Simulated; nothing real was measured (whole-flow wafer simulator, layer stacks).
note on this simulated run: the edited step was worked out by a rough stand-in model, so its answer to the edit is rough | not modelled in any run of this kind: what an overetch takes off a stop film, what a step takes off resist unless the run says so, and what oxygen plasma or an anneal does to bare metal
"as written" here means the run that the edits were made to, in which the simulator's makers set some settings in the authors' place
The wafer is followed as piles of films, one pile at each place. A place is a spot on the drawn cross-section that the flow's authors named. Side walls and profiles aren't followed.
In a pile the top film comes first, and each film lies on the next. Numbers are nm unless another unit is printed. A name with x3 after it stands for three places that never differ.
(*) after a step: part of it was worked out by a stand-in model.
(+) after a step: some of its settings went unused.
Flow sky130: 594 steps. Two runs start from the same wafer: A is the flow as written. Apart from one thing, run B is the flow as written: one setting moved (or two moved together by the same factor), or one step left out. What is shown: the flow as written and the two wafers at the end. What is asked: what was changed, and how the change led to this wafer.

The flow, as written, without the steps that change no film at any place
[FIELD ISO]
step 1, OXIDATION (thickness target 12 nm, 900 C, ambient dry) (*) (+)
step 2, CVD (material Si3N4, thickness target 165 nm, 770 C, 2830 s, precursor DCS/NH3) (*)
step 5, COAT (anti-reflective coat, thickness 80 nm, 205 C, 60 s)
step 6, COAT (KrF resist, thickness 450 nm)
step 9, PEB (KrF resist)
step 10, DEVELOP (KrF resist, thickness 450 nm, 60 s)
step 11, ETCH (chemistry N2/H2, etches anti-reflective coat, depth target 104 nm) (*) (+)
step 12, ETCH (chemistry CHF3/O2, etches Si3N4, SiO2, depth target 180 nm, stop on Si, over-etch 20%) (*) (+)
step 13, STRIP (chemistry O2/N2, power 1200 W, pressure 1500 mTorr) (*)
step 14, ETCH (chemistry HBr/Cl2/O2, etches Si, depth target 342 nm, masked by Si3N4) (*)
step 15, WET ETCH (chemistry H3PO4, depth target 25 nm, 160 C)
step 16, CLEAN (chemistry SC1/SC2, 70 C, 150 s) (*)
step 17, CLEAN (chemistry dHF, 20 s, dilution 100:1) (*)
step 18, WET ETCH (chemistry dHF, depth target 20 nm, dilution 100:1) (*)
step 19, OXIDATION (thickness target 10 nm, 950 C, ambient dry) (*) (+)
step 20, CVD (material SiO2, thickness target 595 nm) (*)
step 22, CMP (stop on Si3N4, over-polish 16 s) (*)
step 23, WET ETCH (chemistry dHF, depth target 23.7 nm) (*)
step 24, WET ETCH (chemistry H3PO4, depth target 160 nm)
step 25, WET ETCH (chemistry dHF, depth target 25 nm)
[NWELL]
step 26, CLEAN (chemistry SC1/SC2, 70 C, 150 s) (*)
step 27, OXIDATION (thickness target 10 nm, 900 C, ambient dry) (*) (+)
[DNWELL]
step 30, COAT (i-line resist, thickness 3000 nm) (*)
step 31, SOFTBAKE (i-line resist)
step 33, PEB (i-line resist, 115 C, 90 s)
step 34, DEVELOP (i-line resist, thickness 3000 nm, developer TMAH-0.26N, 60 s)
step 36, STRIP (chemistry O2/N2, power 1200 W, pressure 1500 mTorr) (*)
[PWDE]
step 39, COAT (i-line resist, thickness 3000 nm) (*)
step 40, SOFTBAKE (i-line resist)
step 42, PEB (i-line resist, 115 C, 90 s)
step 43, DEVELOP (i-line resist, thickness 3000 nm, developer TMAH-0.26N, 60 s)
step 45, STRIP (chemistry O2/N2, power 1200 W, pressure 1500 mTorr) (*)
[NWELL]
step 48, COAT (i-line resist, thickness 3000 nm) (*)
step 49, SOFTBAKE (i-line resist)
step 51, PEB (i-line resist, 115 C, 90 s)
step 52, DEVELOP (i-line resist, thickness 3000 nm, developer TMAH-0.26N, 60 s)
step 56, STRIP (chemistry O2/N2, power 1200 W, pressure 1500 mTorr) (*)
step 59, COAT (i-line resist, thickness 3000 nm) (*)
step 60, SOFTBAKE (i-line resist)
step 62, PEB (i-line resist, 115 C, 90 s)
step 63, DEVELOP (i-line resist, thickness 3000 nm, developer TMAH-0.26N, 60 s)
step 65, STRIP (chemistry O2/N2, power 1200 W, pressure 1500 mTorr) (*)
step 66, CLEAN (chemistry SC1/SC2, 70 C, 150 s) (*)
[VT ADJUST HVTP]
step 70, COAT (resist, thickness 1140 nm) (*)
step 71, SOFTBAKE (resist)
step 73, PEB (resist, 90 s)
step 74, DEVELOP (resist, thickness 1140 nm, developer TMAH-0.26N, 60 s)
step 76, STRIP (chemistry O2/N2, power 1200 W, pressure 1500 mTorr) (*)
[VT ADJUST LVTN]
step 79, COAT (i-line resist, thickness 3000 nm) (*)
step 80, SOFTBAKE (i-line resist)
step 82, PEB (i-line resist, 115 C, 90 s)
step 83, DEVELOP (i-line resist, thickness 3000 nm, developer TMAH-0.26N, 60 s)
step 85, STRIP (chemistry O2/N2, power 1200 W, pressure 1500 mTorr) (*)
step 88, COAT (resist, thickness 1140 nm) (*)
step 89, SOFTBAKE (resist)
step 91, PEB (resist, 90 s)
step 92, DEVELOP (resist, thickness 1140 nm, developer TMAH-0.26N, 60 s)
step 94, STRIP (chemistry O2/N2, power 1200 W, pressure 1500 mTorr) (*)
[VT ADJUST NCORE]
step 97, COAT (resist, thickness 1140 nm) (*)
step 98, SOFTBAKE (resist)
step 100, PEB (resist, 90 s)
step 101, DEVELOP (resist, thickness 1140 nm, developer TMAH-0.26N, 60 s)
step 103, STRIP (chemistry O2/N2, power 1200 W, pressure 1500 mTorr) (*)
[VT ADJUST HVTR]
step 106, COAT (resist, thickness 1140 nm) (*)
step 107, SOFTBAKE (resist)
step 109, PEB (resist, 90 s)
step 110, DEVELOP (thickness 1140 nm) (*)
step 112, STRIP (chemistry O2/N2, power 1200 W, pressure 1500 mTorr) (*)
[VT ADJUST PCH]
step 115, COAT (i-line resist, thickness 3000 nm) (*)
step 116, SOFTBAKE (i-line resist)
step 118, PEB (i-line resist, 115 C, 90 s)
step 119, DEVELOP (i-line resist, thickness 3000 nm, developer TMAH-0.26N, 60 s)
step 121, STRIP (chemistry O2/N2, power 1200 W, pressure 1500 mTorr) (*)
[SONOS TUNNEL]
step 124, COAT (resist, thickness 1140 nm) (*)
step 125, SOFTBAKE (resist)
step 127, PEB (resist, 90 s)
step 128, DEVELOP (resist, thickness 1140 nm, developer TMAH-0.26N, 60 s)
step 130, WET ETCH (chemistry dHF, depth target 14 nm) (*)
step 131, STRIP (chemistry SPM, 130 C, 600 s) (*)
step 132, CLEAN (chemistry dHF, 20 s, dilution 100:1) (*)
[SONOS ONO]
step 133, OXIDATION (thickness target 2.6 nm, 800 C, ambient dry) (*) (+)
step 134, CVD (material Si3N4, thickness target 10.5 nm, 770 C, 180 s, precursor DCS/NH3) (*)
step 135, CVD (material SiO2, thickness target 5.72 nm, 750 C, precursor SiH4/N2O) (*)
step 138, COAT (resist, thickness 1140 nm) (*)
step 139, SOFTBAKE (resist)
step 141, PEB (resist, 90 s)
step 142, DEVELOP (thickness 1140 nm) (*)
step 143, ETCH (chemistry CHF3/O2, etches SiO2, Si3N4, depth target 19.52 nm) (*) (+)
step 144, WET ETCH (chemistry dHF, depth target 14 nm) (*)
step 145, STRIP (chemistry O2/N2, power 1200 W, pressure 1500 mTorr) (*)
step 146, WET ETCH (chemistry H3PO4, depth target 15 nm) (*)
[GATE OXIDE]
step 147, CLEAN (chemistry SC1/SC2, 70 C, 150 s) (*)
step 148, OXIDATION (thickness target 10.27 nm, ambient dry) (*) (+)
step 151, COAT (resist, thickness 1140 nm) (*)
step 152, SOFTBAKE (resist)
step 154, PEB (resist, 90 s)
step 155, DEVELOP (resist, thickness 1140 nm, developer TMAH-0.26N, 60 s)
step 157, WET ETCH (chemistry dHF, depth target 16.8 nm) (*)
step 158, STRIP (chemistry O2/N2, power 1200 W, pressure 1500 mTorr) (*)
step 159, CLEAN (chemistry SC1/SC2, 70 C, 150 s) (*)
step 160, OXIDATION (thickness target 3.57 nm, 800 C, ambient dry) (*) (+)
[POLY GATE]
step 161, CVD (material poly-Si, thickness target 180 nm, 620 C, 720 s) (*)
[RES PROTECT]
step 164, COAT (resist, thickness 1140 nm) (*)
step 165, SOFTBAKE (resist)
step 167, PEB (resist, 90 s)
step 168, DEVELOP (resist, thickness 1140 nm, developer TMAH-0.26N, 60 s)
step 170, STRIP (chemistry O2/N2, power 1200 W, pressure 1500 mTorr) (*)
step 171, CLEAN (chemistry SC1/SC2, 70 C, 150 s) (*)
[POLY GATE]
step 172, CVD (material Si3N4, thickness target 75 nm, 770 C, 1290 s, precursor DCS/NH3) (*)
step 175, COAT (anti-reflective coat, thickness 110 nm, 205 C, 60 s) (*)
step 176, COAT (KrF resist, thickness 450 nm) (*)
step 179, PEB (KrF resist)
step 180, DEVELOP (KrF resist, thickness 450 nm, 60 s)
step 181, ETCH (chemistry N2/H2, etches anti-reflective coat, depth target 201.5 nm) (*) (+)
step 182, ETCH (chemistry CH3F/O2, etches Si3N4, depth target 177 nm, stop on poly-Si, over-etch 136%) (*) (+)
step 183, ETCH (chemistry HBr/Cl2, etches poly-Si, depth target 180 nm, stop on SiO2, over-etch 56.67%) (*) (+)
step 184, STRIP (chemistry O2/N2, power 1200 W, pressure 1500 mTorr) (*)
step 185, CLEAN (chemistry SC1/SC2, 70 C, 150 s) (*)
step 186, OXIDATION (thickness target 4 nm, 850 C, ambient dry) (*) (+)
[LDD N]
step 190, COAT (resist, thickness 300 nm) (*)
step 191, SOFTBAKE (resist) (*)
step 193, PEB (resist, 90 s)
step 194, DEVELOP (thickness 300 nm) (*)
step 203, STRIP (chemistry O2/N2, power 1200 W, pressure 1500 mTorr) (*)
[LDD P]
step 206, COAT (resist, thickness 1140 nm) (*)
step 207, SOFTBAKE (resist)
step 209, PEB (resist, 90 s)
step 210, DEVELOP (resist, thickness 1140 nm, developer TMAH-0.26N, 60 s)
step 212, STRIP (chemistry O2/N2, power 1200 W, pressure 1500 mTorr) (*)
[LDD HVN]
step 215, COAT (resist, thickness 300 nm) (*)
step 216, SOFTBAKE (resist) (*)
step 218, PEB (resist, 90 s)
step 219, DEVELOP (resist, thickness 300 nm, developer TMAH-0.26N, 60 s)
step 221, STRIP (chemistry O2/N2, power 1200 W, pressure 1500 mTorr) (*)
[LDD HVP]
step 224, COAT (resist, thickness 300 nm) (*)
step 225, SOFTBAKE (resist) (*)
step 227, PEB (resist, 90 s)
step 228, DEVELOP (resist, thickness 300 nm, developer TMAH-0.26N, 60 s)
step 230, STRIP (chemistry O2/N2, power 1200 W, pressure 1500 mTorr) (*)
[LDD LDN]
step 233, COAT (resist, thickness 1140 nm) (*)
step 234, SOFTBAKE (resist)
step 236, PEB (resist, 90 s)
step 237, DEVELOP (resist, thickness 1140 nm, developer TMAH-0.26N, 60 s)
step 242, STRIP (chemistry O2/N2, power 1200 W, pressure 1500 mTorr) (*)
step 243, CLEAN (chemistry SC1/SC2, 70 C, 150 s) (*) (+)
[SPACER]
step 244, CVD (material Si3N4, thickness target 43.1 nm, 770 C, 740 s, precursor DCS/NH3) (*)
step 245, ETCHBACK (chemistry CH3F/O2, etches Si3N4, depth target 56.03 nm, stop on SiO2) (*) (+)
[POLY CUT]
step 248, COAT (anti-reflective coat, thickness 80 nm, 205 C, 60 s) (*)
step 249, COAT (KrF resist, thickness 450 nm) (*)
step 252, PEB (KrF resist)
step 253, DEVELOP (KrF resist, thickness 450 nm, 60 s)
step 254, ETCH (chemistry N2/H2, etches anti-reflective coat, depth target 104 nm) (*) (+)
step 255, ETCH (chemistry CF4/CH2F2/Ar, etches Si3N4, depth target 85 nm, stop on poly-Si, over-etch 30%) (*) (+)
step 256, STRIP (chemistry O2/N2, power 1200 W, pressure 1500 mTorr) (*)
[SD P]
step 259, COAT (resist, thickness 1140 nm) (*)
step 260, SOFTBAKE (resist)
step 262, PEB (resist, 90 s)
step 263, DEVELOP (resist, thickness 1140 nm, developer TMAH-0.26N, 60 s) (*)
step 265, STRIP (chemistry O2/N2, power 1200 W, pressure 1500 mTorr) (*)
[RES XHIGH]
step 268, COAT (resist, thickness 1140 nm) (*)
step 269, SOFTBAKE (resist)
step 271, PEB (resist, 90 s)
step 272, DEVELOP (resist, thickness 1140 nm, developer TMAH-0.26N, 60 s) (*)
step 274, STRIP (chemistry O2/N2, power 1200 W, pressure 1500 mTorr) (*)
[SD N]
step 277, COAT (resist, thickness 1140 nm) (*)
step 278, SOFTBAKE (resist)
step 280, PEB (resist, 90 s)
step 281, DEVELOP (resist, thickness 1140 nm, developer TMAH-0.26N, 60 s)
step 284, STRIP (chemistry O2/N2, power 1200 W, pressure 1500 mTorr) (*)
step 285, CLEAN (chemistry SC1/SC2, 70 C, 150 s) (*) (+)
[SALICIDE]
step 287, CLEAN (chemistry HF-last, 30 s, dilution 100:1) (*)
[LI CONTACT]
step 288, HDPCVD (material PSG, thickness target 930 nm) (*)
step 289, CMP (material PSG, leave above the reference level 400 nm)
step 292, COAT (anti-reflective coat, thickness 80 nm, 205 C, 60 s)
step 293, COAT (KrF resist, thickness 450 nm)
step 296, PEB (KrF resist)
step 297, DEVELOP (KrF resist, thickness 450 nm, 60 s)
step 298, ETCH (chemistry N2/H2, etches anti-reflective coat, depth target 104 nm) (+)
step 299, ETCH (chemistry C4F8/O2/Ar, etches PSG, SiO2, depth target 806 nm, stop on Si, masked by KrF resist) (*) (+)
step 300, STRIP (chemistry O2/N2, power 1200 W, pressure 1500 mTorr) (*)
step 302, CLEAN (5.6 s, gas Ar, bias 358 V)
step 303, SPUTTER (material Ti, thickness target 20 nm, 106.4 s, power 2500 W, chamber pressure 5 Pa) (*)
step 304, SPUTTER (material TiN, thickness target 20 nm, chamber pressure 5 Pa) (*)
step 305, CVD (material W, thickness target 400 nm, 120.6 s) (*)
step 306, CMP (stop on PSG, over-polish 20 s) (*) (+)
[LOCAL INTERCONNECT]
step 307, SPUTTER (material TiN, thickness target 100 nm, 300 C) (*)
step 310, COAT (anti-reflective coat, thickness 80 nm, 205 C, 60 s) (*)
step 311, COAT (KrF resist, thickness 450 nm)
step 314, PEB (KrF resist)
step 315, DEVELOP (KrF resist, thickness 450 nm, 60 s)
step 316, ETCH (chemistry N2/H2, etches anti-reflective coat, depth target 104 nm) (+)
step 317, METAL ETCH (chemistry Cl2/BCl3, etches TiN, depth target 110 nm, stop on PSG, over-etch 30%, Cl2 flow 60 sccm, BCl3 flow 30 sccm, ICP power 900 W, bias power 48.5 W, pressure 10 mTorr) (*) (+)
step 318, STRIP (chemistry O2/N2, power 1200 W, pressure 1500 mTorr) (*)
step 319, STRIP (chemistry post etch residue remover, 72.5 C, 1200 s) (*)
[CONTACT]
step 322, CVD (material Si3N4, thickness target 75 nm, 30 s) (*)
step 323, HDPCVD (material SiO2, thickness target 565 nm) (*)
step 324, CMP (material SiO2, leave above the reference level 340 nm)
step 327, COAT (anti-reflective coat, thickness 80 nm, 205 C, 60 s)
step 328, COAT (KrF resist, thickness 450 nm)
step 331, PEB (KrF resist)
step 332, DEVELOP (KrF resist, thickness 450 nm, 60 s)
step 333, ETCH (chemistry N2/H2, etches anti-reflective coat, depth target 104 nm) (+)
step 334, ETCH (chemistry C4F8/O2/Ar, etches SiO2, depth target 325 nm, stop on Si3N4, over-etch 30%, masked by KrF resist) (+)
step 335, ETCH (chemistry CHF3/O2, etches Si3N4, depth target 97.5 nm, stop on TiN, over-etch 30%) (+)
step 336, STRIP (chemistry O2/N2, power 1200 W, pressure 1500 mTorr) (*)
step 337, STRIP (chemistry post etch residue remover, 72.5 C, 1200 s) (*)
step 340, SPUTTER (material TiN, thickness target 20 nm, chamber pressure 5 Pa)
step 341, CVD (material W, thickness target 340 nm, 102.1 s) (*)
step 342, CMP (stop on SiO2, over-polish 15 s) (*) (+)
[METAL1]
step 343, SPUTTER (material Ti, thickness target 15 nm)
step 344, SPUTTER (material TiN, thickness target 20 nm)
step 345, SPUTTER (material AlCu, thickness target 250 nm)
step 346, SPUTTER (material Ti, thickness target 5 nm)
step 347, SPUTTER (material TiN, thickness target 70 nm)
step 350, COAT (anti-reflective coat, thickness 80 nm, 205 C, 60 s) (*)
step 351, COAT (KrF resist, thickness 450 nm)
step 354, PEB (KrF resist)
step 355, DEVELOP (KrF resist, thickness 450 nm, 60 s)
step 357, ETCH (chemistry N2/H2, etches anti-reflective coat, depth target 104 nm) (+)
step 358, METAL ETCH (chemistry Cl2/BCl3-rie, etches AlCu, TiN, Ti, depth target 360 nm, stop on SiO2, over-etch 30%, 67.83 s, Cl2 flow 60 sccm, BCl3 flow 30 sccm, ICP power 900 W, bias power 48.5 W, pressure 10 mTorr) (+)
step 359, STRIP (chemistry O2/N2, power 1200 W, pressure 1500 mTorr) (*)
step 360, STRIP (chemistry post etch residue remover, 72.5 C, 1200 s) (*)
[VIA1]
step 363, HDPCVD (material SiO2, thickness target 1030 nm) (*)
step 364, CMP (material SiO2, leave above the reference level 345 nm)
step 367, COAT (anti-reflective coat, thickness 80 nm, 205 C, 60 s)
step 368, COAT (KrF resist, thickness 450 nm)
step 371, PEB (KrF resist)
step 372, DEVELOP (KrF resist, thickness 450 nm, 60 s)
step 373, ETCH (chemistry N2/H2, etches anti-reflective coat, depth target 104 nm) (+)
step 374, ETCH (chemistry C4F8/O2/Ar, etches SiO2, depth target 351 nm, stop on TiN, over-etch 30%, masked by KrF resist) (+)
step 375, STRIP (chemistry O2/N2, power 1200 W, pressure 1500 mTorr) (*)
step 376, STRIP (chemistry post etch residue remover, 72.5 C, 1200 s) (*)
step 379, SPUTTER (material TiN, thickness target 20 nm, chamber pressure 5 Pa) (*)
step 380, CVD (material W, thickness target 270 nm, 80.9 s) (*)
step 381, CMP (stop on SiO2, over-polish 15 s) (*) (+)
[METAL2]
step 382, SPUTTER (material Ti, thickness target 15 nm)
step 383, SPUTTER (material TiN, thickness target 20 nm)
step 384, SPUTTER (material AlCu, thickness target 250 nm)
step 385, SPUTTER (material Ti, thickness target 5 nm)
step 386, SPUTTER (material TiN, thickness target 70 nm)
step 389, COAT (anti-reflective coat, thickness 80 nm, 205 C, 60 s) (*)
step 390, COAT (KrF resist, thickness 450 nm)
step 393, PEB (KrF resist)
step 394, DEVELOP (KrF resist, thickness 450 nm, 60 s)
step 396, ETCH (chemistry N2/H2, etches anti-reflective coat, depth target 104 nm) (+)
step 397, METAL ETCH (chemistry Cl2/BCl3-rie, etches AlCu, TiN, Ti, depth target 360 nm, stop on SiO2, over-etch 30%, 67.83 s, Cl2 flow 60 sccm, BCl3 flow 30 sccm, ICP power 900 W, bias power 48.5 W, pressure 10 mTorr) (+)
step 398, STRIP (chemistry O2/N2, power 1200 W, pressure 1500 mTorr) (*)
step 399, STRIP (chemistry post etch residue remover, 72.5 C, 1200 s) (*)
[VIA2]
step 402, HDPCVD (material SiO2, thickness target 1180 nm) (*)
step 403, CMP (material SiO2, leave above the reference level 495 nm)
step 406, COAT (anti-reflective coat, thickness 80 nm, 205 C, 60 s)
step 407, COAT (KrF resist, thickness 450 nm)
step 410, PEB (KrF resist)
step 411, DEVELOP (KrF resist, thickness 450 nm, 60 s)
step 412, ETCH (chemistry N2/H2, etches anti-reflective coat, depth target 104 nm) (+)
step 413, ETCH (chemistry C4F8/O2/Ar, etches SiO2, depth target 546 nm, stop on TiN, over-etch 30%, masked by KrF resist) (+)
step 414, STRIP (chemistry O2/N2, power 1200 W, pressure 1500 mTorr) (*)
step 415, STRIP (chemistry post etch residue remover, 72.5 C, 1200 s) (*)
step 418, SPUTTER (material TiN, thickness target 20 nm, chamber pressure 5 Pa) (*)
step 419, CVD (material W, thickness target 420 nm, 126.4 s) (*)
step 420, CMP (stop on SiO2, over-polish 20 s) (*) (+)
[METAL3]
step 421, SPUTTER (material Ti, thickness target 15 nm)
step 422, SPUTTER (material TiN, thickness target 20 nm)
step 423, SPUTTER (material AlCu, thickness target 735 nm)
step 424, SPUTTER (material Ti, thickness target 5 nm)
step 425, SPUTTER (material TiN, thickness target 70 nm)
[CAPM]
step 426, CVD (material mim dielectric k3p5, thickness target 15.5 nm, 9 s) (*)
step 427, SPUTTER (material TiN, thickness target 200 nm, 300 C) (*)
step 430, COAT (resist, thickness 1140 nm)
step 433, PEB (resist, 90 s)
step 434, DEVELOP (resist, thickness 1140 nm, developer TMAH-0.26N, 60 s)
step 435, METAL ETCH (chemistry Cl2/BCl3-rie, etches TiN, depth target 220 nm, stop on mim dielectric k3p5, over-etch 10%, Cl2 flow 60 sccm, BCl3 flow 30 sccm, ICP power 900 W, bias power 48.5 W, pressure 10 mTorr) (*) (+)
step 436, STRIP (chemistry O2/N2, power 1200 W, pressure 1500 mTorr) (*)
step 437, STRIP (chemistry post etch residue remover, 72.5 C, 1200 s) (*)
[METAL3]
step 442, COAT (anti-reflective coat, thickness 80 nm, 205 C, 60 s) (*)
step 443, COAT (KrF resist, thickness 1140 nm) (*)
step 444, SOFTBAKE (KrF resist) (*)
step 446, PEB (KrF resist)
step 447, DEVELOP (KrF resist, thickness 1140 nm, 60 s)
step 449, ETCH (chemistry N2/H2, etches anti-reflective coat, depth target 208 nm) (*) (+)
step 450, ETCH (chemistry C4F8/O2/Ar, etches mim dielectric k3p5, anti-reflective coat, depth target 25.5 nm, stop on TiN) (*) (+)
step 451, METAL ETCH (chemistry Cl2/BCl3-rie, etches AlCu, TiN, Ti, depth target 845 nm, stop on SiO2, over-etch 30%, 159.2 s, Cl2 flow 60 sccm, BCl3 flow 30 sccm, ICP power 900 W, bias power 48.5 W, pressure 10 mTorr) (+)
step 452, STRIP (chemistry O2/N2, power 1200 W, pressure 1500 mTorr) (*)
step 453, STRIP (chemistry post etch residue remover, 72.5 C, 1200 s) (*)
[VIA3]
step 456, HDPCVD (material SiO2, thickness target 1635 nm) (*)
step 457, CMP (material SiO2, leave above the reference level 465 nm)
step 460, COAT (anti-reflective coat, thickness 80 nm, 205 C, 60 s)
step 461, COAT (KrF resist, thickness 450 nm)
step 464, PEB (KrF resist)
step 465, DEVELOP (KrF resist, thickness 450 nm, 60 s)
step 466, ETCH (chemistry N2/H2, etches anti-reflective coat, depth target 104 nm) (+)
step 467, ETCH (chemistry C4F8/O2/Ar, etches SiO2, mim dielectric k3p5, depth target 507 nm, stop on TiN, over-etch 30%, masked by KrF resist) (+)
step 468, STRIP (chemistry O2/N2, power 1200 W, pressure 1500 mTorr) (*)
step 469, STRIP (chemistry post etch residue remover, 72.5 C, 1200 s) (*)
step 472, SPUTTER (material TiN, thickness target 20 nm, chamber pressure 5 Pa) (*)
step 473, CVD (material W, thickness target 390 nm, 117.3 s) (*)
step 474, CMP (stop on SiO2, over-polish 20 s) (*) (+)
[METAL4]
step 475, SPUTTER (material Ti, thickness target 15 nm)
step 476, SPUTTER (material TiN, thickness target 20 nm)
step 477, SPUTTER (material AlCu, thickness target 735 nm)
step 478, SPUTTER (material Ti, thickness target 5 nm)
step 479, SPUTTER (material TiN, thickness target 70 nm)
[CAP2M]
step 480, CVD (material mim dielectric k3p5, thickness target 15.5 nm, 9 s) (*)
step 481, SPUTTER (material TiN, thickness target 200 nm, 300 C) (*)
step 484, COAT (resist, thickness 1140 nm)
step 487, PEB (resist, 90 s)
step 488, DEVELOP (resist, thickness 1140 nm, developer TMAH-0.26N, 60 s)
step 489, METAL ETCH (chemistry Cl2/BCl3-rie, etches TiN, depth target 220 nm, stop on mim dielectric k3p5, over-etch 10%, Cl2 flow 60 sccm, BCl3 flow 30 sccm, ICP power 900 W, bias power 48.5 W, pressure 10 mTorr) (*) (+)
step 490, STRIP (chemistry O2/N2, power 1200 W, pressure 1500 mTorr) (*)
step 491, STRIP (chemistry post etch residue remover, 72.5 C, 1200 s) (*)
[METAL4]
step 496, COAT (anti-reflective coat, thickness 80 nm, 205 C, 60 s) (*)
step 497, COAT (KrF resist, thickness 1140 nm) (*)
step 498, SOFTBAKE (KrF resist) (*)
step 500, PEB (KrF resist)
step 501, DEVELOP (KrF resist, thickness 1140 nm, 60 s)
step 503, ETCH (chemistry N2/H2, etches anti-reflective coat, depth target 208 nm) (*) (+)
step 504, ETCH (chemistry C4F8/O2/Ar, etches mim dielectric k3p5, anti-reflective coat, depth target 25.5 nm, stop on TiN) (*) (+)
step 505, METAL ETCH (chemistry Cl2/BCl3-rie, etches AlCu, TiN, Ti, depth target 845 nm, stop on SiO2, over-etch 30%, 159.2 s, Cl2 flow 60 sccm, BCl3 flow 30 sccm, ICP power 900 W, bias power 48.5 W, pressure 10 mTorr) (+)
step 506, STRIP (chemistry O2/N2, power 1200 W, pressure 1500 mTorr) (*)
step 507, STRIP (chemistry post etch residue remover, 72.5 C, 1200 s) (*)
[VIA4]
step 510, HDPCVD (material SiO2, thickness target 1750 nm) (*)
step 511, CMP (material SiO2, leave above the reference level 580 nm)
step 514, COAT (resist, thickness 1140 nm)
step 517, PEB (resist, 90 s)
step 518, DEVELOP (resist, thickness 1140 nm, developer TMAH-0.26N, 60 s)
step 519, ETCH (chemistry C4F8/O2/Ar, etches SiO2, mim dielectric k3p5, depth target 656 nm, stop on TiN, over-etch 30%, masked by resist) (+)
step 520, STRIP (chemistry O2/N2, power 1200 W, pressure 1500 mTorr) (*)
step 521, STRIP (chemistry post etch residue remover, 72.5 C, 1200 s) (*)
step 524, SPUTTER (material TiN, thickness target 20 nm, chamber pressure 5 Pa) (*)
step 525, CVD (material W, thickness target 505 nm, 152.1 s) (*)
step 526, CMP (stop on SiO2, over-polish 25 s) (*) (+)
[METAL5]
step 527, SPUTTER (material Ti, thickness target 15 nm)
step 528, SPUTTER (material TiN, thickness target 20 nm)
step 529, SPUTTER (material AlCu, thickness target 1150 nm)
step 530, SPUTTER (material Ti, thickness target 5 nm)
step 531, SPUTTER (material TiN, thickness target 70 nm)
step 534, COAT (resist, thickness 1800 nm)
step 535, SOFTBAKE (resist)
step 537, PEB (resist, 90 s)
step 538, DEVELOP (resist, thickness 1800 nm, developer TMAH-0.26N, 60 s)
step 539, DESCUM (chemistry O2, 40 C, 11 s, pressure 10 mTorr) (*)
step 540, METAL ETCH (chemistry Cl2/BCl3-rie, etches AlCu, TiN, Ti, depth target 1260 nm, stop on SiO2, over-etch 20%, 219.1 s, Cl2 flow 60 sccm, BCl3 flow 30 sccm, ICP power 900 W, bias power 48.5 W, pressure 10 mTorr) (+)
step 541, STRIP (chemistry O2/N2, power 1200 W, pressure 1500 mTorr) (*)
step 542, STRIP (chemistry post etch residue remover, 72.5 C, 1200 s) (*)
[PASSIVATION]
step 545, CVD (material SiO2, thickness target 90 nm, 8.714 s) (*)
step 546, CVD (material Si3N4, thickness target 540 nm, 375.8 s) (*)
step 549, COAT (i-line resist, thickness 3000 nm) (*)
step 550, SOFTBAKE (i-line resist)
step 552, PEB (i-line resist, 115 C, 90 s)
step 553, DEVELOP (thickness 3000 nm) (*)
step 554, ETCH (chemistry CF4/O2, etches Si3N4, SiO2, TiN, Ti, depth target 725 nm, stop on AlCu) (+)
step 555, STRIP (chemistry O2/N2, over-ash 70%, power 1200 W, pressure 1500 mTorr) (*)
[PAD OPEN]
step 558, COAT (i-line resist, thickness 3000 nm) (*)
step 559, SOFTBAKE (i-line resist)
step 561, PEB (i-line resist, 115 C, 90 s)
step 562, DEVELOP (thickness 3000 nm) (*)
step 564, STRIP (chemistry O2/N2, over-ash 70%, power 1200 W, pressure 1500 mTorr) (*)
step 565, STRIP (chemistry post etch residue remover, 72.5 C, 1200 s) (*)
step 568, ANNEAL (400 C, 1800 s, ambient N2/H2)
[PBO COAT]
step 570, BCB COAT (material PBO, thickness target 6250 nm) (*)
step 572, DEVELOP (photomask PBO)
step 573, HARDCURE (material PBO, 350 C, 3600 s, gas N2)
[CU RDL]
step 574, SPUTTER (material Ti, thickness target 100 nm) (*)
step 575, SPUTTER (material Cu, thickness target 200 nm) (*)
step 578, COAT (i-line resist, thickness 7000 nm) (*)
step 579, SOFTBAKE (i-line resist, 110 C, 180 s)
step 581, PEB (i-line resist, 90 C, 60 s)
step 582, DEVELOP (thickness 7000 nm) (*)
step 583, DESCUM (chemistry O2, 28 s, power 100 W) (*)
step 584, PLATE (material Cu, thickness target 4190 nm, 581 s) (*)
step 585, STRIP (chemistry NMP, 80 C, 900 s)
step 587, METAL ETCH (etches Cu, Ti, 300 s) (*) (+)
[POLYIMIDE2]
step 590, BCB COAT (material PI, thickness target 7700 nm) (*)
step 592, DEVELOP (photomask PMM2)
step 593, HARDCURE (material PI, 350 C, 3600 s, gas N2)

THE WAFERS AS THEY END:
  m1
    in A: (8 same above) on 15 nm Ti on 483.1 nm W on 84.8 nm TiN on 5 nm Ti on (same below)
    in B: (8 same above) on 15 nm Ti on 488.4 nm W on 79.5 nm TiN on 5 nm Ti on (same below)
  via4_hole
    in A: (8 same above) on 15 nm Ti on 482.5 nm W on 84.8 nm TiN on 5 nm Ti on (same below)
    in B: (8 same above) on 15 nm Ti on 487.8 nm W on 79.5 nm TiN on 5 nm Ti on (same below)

The reason: step 524, SPUTTER: thickness target 13 nm was run, while the flow as written has thickness target 20 nm.

How this came from the change, step by step:
  step 524, SPUTTER (material TiN, thickness target 20 nm, chamber pressure 5 Pa) (*)
      field, active, n_well and 188 more: A TiN gains 20 (new film) | B TiN gains 13 (new film)
      m1, via4_hole: A TiN gains 15.3 | B TiN gains 9.92
  step 526, CMP (stop on SiO2, over-polish 25 s) (*) (+)
      field, active, n_well and 188 more: A W loses 505 (all of it), TiN loses 20 (all of it), SiO2 loses 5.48 | B W loses 505 (all of it), TiN loses 13 (all of it), SiO2 loses 5.48
